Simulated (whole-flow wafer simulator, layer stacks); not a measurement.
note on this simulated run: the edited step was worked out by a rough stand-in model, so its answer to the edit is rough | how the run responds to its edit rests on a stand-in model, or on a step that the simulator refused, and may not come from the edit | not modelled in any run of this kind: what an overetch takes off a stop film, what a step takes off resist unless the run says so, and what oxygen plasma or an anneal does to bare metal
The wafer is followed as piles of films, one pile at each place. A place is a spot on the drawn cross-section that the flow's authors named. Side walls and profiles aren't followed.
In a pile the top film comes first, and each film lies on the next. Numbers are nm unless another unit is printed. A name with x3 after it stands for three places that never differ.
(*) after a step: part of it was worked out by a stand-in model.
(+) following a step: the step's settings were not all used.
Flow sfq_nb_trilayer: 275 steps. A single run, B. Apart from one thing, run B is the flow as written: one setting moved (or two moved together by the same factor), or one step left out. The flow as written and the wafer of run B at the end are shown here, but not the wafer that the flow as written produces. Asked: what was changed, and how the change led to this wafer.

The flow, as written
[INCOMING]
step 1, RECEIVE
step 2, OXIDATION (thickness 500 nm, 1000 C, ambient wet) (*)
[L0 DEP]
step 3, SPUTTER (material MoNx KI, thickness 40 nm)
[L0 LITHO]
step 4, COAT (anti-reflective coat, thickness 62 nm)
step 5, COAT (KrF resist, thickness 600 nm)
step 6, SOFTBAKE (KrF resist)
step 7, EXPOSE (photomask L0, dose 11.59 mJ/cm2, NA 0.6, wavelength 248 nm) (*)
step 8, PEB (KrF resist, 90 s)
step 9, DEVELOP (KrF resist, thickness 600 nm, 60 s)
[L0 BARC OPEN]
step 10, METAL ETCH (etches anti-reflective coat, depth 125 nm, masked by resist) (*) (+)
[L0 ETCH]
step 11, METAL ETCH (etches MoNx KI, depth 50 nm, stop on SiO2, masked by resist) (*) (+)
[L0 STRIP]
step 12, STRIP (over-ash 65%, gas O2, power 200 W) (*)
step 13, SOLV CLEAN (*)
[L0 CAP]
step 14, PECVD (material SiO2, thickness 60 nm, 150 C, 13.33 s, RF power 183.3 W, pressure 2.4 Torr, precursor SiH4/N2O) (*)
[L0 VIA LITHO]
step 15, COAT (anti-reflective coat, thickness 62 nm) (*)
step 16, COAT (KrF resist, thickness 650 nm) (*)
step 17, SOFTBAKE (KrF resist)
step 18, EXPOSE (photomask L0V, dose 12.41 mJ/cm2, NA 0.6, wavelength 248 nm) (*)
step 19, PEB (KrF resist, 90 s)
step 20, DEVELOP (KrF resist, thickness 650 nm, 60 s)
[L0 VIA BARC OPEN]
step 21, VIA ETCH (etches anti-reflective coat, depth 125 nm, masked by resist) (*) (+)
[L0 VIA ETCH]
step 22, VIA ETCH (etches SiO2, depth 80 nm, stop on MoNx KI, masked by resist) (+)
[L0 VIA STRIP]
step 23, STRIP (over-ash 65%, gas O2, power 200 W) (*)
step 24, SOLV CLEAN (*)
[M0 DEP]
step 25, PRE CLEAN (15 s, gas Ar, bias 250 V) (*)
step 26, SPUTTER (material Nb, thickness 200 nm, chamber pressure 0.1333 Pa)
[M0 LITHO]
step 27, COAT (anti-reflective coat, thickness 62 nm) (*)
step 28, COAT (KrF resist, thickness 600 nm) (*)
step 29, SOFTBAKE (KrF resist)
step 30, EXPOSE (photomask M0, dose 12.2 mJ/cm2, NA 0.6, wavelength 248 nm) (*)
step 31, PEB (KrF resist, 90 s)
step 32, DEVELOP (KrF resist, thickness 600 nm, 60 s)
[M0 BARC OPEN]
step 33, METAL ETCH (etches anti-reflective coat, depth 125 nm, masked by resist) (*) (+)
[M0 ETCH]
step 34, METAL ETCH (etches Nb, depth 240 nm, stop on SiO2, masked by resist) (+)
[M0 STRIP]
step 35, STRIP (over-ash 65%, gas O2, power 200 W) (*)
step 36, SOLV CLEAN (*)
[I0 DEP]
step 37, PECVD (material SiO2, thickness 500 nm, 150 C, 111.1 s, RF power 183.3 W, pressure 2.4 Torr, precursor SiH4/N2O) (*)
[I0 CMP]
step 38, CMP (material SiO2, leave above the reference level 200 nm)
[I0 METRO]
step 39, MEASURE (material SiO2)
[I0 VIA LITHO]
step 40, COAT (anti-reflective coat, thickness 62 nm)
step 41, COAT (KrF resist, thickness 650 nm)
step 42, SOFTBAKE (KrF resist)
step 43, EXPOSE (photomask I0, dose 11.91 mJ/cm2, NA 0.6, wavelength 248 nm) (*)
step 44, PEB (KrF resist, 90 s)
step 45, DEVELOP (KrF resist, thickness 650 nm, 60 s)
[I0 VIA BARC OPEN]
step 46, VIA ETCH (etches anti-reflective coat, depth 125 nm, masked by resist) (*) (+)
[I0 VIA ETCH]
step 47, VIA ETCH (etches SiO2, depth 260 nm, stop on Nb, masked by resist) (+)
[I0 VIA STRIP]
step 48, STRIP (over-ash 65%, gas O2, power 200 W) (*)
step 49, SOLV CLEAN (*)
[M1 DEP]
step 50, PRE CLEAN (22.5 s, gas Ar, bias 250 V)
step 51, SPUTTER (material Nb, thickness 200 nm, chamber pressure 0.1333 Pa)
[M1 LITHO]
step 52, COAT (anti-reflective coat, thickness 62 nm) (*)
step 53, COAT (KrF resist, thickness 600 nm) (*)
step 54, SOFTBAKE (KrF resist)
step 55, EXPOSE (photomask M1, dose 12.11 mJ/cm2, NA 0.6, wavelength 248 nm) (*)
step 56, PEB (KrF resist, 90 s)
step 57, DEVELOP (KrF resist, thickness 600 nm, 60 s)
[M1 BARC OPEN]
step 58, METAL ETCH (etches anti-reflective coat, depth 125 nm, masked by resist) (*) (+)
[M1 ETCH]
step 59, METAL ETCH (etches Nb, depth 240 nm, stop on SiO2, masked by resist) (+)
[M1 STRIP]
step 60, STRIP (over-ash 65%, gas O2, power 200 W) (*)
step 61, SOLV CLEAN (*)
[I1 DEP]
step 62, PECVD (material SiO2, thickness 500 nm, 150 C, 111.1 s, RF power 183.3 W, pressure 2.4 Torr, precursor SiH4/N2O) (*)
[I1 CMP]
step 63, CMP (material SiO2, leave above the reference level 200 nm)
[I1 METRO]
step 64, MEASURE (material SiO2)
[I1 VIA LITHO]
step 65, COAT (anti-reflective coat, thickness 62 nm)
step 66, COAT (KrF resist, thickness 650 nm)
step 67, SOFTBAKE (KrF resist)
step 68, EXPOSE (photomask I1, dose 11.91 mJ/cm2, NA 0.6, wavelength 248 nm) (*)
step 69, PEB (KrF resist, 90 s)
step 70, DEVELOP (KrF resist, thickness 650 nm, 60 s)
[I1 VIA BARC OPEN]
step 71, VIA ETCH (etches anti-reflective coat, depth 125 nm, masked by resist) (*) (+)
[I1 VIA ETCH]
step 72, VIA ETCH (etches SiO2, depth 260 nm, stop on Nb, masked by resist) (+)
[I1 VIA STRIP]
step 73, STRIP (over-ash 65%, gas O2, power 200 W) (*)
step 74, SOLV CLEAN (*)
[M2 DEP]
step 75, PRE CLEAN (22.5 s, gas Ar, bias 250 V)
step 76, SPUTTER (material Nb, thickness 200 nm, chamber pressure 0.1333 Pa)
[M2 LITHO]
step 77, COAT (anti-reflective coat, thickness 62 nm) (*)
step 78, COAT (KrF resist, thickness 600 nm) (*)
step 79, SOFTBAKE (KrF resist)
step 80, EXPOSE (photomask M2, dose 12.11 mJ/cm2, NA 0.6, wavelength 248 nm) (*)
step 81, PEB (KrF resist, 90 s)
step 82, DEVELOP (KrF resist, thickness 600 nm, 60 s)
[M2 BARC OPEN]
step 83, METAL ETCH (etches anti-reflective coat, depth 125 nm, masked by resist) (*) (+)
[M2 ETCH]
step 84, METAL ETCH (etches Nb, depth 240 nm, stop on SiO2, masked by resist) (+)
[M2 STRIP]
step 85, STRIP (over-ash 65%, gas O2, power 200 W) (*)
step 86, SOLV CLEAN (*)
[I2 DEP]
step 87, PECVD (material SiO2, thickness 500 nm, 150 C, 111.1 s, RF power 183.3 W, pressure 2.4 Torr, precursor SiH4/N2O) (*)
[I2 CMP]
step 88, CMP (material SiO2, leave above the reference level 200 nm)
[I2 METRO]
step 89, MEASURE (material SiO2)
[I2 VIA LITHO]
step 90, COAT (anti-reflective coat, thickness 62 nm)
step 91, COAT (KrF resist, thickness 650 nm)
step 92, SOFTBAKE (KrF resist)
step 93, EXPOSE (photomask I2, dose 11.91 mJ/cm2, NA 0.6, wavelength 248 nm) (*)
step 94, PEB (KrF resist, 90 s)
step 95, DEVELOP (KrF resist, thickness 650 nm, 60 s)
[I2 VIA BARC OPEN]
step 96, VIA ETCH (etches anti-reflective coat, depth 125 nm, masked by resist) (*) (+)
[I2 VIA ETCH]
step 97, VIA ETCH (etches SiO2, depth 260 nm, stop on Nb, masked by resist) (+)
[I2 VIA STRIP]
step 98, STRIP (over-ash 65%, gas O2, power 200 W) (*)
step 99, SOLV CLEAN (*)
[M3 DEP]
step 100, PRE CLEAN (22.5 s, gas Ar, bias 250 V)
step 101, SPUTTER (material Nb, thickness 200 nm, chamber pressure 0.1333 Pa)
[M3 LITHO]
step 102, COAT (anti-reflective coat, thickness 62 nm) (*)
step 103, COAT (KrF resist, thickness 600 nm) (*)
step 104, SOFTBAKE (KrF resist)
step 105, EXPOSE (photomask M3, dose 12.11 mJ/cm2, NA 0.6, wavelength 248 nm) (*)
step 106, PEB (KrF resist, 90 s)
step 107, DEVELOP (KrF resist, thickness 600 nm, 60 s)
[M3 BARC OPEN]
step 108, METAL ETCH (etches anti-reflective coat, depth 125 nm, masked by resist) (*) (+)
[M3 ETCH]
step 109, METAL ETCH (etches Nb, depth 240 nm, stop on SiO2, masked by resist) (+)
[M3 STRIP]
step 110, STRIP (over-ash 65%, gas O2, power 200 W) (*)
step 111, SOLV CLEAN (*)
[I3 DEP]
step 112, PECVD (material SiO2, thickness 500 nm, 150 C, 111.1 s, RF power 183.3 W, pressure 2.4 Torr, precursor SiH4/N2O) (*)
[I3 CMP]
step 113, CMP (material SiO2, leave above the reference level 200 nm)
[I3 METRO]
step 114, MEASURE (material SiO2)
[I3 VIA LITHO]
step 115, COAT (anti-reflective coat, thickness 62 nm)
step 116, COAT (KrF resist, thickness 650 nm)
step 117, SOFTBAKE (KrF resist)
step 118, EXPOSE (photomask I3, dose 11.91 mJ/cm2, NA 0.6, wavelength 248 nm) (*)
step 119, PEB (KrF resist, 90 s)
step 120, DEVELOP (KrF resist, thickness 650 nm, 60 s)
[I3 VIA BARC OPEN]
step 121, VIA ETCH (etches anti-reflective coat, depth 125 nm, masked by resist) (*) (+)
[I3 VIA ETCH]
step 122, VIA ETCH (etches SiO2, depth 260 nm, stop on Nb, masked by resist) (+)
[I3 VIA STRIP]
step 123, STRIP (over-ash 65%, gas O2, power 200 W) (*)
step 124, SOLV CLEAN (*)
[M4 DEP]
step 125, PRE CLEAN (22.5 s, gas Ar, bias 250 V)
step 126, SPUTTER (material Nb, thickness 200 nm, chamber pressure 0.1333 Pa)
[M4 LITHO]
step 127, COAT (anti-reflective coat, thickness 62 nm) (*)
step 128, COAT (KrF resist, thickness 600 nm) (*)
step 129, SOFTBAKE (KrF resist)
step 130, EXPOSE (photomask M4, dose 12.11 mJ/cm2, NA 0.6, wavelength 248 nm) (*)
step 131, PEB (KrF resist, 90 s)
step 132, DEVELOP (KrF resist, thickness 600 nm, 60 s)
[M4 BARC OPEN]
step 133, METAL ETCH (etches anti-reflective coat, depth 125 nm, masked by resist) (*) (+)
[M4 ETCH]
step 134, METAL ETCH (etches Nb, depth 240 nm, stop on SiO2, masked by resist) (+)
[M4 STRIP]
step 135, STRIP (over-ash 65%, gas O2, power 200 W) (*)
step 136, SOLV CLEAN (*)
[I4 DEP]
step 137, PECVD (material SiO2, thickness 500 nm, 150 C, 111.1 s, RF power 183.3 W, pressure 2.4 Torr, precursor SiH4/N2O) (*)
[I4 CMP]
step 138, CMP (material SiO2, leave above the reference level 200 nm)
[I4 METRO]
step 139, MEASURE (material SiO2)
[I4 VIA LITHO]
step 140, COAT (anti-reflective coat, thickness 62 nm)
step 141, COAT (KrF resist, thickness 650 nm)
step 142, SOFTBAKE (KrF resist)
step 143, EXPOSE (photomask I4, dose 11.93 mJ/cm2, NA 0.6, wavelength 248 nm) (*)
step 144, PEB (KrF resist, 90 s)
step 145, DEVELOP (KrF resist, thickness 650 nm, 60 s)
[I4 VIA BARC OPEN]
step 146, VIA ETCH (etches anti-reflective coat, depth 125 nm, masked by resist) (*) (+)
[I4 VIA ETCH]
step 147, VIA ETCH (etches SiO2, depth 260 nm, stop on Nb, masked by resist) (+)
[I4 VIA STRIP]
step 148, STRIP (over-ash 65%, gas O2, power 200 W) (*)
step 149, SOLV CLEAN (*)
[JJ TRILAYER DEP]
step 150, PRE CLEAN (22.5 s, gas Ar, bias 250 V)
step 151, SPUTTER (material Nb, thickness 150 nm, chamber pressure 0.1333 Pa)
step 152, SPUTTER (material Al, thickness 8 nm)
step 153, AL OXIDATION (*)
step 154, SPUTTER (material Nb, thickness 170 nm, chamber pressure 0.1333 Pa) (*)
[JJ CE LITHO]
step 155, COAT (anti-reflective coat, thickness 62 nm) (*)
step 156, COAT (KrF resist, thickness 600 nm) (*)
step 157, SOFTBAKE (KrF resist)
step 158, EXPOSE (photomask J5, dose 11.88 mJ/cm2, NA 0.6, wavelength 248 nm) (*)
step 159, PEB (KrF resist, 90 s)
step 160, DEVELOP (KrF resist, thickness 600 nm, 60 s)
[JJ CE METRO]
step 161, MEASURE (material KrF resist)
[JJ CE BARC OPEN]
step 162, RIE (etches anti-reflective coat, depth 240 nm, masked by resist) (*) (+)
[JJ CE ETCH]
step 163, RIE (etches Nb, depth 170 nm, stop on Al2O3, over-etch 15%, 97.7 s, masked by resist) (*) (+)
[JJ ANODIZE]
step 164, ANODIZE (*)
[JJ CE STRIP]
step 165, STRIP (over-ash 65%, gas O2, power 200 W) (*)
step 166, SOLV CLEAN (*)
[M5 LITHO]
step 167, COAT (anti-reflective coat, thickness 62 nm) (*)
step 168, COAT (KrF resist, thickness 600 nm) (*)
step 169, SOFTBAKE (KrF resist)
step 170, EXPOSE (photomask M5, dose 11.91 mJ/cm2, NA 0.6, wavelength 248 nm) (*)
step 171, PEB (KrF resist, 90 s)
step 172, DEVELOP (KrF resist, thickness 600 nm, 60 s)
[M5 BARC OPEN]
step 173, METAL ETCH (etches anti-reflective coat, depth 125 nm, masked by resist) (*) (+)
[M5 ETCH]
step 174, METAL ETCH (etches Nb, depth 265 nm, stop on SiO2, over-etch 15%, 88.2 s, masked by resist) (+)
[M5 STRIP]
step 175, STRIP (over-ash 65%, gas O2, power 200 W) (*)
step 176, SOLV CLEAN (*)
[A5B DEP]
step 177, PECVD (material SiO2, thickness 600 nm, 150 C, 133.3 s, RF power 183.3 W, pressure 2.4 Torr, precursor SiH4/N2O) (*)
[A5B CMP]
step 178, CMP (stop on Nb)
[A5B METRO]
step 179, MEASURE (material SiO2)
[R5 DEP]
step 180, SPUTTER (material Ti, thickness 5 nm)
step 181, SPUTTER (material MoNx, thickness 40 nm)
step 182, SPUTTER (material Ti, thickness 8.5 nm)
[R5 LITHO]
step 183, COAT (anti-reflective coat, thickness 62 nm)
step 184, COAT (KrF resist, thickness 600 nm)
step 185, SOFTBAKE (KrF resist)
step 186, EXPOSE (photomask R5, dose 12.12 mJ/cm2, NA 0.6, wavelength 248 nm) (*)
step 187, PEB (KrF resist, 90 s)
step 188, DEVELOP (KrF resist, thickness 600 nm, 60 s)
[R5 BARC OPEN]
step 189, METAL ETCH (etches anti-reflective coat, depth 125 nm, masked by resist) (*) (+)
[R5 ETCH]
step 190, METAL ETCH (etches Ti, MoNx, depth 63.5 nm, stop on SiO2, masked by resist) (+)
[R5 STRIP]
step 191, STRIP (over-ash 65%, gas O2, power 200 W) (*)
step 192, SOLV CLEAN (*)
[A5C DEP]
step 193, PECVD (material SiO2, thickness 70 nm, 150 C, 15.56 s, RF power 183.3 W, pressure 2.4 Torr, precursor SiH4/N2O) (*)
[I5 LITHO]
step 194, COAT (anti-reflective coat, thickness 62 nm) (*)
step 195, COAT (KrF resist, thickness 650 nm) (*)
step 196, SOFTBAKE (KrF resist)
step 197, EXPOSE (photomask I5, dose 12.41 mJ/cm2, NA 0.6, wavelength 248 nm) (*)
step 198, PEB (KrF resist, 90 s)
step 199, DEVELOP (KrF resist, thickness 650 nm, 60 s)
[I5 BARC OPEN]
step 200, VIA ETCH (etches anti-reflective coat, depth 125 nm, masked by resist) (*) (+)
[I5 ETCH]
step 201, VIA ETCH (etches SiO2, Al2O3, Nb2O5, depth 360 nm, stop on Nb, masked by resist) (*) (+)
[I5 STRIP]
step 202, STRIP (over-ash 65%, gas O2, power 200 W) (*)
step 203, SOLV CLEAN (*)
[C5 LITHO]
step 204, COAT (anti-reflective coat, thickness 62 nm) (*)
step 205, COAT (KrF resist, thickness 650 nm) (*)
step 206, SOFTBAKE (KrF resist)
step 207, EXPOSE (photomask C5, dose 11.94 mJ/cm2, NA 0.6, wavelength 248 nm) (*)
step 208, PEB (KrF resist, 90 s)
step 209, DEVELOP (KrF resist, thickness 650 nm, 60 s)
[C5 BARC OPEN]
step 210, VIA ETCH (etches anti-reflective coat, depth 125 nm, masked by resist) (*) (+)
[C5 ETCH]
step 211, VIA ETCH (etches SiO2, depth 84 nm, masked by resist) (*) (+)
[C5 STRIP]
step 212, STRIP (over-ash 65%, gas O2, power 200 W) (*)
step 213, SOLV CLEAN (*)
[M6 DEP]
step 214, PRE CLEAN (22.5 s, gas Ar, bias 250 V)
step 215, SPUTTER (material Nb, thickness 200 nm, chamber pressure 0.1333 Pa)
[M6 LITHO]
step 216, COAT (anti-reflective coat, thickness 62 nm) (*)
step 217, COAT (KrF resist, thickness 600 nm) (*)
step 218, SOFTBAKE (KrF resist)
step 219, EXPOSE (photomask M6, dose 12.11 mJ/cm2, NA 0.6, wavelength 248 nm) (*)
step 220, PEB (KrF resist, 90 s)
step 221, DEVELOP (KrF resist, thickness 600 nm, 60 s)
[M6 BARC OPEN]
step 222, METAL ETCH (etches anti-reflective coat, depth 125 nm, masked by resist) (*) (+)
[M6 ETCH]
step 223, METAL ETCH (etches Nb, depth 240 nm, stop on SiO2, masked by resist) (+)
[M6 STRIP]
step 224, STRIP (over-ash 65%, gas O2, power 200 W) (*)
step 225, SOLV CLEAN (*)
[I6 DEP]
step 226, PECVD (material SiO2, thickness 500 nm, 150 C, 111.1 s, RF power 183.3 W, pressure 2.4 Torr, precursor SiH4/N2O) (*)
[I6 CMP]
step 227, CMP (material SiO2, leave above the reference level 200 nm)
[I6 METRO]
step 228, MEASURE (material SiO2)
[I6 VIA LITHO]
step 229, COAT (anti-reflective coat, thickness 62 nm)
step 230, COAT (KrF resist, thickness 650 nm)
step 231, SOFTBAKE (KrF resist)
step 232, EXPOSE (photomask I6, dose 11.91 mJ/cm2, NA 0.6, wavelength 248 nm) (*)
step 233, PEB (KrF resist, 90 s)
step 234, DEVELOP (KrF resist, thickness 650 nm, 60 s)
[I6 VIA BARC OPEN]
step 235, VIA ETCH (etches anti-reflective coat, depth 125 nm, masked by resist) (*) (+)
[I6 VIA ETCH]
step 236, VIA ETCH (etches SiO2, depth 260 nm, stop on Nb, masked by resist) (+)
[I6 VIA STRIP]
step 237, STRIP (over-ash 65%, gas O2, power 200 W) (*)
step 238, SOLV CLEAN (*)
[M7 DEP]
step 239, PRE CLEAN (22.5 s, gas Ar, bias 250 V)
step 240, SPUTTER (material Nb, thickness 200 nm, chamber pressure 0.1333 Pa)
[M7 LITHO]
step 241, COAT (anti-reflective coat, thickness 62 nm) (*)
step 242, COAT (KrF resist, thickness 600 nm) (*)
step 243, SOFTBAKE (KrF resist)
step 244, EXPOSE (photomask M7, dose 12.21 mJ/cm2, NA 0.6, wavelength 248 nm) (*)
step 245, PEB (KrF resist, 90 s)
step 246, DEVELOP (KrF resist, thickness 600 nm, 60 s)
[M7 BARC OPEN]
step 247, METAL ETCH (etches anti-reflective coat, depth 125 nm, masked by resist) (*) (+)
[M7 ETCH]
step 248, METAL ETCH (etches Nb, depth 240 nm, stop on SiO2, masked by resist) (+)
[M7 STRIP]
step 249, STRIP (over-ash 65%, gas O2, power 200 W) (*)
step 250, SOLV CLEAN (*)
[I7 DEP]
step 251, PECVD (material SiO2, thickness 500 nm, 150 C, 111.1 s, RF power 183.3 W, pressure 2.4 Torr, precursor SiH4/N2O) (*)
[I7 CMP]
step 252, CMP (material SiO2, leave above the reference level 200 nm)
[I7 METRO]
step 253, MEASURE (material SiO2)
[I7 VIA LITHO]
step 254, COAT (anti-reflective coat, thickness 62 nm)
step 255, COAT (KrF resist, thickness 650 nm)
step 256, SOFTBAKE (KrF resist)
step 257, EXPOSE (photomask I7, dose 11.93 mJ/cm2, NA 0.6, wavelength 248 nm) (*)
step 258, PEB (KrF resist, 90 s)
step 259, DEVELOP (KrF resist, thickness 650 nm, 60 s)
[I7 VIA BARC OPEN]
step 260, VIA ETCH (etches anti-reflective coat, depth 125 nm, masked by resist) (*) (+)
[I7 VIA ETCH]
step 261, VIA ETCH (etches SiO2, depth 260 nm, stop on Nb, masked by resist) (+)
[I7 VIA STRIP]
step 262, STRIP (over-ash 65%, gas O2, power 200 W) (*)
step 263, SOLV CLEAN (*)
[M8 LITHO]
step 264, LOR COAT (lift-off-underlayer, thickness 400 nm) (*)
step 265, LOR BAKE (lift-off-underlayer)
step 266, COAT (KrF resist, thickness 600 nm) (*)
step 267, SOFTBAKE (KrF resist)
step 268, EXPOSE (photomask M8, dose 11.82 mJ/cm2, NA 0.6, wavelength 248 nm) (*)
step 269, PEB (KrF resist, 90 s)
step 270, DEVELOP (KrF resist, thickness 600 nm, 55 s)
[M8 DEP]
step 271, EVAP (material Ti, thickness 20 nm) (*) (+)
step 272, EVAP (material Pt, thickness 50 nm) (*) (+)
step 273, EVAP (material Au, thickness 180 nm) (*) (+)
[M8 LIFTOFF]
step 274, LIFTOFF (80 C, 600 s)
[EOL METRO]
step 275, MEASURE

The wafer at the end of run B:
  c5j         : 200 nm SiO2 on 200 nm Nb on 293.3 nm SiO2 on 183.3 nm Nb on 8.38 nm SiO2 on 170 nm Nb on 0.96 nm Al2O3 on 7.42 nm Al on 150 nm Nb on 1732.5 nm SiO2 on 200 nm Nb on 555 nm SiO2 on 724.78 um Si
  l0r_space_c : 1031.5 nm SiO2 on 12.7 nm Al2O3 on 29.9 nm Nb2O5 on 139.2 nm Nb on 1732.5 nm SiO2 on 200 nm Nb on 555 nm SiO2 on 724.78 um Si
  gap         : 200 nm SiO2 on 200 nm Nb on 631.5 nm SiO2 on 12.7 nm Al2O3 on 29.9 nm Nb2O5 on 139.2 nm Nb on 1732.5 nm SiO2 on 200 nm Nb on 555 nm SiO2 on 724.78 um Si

The reason: step 137, PECVD: thickness 370 nm was run, though the flow has thickness 500 nm; step 137, PECVD: 82.22 s was run, where the flow has 111.1 s.

Step by step, how the change led to this:
  step 137, PECVD (material SiO2, thickness 500 nm, 150 C, 111.1 s, RF power 183.3 W, pressure 2.4 Torr, precursor SiH4/N2O) (*)
      field_l, be, be_sur and 55 more: SiO2 gains 370 (in the flow as written it would be: SiO2 gains 500)
      v_sur, via_wl, via_w and 35 more: SiO2 gains 370 (new film) (in the flow as written it would be: SiO2 gains 500 (new film))
      (and at 10 other places as well)
  step 138, CMP (material SiO2, leave above the reference level 200 nm)
      field_l, be, be_sur and 55 more: nothing (in the flow as written it would be: SiO2 loses 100)
      p3_s0, p3_s1, p3_s2, p3_s3, p3_s4, p3_s5: nothing (in the flow as written it would be: SiO2 loses 157.1)
      (and at 42 other places as well)
  step 140, COAT (anti-reflective coat, thickness 62 nm)
      p3_fr, m0r_space_l, m0r_space_r, m6r_space_l, m6r_space_r, m7r_space_l, m7r_space_r: anti-reflective coat gains 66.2 (new film) (in the flow as written it would be: anti-reflective coat gains 62 (new film))
      p3_s0, p3_s1, p3_s2, p3_s3, p3_s4: anti-reflective coat gains 72.4 (new film) (in the flow as written it would be: anti-reflective coat gains 62 (new film))
      (and at 48 other places as well)
  step 141, COAT (KrF resist, thickness 650 nm)
      lsp_m: KrF resist gains 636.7 (new film) (in the flow as written it would be: KrF resist gains 650 (new film))
  step 146, VIA ETCH (etches anti-reflective coat, depth 125 nm, masked by resist) (*) (+)
      field_l, v_sur, via_sp and 100 more: KrF resist loses 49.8 (in the flow as written it would be: KrF resist loses 51.7)
      via_wl, via_wr: anti-reflective coat loses 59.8 (all of it), SiO2 loses 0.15 (in the flow as written it would be: anti-reflective coat loses 62 (all of it), SiO2 loses 0.16)
      (and at 1 other place as well)
  step 148, STRIP (over-ash 65%, gas O2, power 200 W) (*)
      m0r_space_l, m0r_space_r, m6r_space_l, m6r_space_r, m7r_space_l, m7r_space_r: KrF resist loses 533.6 (all of it), anti-reflective coat loses 66.2 (all of it) (in the flow as written it would be: KrF resist loses 528.6 (all of it), anti-reflective coat loses 62 (all of it))
      p3_s2, p3_s3: KrF resist loses 535.5 (all of it), anti-reflective coat loses 72.4 (all of it) (in the flow as written it would be: KrF resist loses 528.6 (all of it), anti-reflective coat loses 62 (all of it))
      (and at 49 other places as well)
  step 155, COAT (anti-reflective coat, thickness 62 nm) (*)
      p3_s0, p3_s1, p3_s2, p3_s3, p3_s4: anti-reflective coat gains 70 (new film) (in the flow as written it would be: anti-reflective coat gains 62 (new film))
      p3_l2, p3_l3, p3_l4, p3_l5, p3_l6: anti-reflective coat gains 54.5 (new film) (in the flow as written it would be: anti-reflective coat gains 62 (new film))
      (and at 47 other places as well)
  step 156, COAT (KrF resist, thickness 600 nm) (*)
      v_sur: KrF resist gains 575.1 (new film) (in the flow as written it would be: KrF resist gains 588.2 (new film))
      ln_m5: KrF resist gains 587.2 (new film) (in the flow as written it would be: KrF resist gains 599.2 (new film))
      (and at 2 other places as well)
  step 160, DEVELOP (KrF resist, thickness 600 nm, 60 s)
      v_sur: KrF resist loses 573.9 (all of it) (in the flow as written it would be: KrF resist loses 587 (all of it))
      ln_m5: KrF resist loses 586 (all of it) (in the flow as written it would be: KrF resist loses 598 (all of it))
      (and at 2 other places as well)
  step 162, RIE (etches anti-reflective coat, depth 240 nm, masked by resist) (*) (+)
      p3_s0, p3_s1, p3_s2, p3_s3, p3_s4: anti-reflective coat loses 70 (all of it) (in the flow as written it would be: anti-reflective coat loses 62 (all of it))
      p3_l2, p3_l3, p3_l4, p3_l5, p3_l6: anti-reflective coat loses 54.5 (all of it) (in the flow as written it would be: anti-reflective coat loses 62 (all of it))
      (and at 47 other places as well)
  step 167, COAT (anti-reflective coat, thickness 62 nm) (*)
      p3_s0, p3_s1, p3_s2, p3_s3: anti-reflective coat gains 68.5 (new film) (in the flow as written it would be: anti-reflective coat gains 62 (new film))
      p3_l1, p3_l2, p3_l3, p3_l4: anti-reflective coat gains 52.9 (new film) (in the flow as written it would be: anti-reflective coat gains 62 (new film))
      (and at 49 other places as well)
  step 168, COAT (KrF resist, thickness 600 nm) (*)
      v_sur: KrF resist gains 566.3 (new film) (in the flow as written it would be: KrF resist gains 577.9 (new film))
      lsp_m: KrF resist gains 586.2 (new film) (in the flow as written it would be: KrF resist gains 599.6 (new film))
      (and at 1 other place as well)
  step 172, DEVELOP (KrF resist, thickness 600 nm, 60 s)
      lsp_m: KrF resist loses 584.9 (all of it) (in the flow as written it would be: KrF resist loses 598.4 (all of it))
      ln_m6: KrF resist loses 586.3 (all of it) (in the flow as written it would be: KrF resist loses 598.3 (all of it))
  step 173, METAL ETCH (etches anti-reflective coat, depth 125 nm, masked by resist) (*) (+)
      lsp_l: anti-reflective coat loses 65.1 (all of it) (in the flow as written it would be: anti-reflective coat loses 62 (all of it), Al2O3 loses 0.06)
      p3_s0, p3_s1, p3_s2, p3_s3: anti-reflective coat loses 68.5 (all of it), Al2O3 loses 0.05 (in the flow as written it would be: anti-reflective coat loses 62 (all of it), Al2O3 loses 0.06)
      (and at 27 other places as well)
  step 175, STRIP (over-ash 65%, gas O2, power 200 W) (*)
      m0r_space_l, m6r_space_l, m7r_space_l: KrF resist loses 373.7 (all of it), anti-reflective coat loses 65.2 (all of it) (in the flow as written it would be: KrF resist loses 371.2 (all of it), anti-reflective coat loses 62 (all of it))
      m0r_space_r, m6r_space_r, m7r_space_r: KrF resist loses 373.6 (all of it), anti-reflective coat loses 65.3 (all of it) (in the flow as written it would be: KrF resist loses 371.2 (all of it), anti-reflective coat loses 62 (all of it))
      (and at 21 other places as well)
  step 178, CMP (stop on Nb)
      ce_l, c5j, ce_r: SiO2 loses 570 (in the flow as written it would be: SiO2 loses 600 (all of it))
      be, be_sur, gap and 34 more: SiO2 loses 423.5 (in the flow as written it would be: SiO2 loses 453.5)
      (and at 27 other places as well)
  ... 16 further steps ...
  step 227, CMP (material SiO2, leave above the reference level 200 nm)
      ce_l, ce_r: SiO2 loses 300 (in the flow as written it would be: SiO2 loses 290)
      c5j: SiO2 loses 233 (in the flow as written it would be: SiO2 loses 223)
With metal films that touch counted as one body, c5j has 5 bodies (between them, from the top down: SiO2 293.3; SiO2 8.38; Al2O3 0.96; SiO2 1732.5); the flow as written gives 4 bodies (between them, from the top down: SiO2 284.2; Al2O3 0.96; SiO2 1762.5).
